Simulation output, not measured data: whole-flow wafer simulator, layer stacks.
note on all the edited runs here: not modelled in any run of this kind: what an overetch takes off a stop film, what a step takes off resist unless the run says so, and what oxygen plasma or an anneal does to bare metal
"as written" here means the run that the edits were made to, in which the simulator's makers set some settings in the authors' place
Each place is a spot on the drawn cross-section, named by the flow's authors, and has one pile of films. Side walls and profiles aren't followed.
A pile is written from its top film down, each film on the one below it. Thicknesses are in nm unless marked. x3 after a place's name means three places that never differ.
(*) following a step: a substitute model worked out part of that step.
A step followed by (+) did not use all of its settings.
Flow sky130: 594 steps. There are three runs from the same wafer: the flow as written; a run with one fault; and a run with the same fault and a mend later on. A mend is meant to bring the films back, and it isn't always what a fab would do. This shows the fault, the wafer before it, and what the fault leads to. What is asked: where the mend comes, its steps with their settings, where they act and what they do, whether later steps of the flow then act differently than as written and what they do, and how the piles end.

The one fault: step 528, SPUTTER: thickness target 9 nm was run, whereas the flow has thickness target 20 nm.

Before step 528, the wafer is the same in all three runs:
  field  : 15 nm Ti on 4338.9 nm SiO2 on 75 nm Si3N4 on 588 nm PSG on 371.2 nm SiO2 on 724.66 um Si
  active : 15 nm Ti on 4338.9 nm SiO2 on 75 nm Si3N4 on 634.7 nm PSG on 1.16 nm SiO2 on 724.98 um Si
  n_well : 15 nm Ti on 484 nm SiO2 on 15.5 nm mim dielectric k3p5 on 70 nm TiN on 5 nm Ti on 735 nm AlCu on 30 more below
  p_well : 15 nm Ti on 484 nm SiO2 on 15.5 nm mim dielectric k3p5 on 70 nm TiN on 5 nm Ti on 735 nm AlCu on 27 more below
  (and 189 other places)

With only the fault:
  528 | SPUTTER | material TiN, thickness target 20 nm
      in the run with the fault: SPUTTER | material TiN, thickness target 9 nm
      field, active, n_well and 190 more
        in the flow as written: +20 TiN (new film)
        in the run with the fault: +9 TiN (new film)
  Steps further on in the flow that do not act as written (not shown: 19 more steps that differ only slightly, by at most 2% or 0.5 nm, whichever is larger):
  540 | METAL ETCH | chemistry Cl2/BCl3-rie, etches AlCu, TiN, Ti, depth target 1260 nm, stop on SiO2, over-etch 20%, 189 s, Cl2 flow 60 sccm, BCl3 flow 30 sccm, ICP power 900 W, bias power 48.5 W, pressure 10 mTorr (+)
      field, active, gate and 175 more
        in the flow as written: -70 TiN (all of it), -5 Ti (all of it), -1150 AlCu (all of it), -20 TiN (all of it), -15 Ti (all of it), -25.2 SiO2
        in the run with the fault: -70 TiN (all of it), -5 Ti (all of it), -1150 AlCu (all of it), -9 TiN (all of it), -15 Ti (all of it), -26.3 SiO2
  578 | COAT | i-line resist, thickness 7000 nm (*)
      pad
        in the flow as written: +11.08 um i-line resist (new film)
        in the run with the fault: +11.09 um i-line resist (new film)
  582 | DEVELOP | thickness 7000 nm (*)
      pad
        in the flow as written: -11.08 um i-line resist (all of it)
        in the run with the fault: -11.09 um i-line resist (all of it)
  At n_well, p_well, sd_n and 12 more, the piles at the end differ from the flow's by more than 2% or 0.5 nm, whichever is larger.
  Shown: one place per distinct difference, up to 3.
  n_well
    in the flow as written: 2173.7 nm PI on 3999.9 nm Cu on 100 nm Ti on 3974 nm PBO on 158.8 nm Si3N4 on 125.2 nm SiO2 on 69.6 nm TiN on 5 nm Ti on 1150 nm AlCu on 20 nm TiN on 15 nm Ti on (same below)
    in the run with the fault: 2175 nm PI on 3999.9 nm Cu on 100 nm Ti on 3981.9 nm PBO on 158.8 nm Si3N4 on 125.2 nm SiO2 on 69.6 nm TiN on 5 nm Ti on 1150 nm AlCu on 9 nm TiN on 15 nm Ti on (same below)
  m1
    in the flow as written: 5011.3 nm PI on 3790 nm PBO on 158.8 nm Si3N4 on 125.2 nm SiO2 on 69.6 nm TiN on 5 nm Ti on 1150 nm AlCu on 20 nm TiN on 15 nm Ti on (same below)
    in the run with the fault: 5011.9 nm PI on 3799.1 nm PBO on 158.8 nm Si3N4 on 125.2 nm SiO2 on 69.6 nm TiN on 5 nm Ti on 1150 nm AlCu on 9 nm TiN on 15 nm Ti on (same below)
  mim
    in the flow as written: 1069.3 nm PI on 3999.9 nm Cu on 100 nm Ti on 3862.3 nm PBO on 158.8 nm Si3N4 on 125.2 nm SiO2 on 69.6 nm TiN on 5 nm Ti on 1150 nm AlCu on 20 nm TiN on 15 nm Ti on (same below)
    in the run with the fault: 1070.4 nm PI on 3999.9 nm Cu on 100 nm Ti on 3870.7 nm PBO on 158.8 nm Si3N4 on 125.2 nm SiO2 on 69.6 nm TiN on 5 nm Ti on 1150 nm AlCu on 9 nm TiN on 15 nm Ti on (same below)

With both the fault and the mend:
  The mend follows step 528.
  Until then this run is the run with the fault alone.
  528a | SPUTTER | material TiN, thickness target 11 nm (the flow's step 528 again, with other settings)
      field, active, n_well and 190 more
        +11 TiN
  None of the later steps of the flow acts differently than as written at any place that is followed.
  The piles end the same as the flow's at every place that both follow.
